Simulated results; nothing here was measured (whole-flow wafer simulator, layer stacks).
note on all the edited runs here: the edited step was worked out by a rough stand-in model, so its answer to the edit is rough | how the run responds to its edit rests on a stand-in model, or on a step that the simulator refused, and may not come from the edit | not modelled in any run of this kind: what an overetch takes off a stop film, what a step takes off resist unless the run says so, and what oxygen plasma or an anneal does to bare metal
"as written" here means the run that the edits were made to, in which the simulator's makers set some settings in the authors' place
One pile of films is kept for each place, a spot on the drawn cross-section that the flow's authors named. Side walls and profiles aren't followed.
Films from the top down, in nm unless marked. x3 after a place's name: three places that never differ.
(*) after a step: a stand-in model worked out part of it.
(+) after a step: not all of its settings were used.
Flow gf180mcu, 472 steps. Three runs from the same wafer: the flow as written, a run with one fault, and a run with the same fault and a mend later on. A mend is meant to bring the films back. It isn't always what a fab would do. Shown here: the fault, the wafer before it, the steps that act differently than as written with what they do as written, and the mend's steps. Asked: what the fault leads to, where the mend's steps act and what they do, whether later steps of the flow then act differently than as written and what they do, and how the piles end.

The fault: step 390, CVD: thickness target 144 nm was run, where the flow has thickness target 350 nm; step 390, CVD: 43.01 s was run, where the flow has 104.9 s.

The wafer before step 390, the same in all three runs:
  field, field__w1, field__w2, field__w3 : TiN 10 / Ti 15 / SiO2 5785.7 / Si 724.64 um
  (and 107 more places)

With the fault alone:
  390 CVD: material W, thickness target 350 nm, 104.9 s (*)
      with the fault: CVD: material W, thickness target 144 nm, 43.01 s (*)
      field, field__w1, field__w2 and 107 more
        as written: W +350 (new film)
        with the fault: W +145.3 (new film)
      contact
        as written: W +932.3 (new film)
        with the fault: W +727.5 (new film)
  Later steps of the flow that act differently than as written:
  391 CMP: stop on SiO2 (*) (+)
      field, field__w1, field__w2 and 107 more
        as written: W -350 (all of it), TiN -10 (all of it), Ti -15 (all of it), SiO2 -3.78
        with the fault: W -145.3 (all of it), TiN -10 (all of it), Ti -15 (all of it), SiO2 -1.72
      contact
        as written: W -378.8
        with the fault: W -172
  At the end the piles differ from the flow's only slightly at the places that both follow, by at most 2% or 0.5 nm, whichever is larger.

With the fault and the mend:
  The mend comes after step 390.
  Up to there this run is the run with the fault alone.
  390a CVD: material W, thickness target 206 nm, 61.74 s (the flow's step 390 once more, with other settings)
      field, field__w1, field__w2 and 108 more
        W +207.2
  No later step of the flow acts differently than as written, at any place that is followed, by more than 2% or 0.5 nm, whichever is larger.
  At the end the piles differ from the flow's only slightly at the places that both follow, by at most 2% or 0.5 nm, whichever is larger.
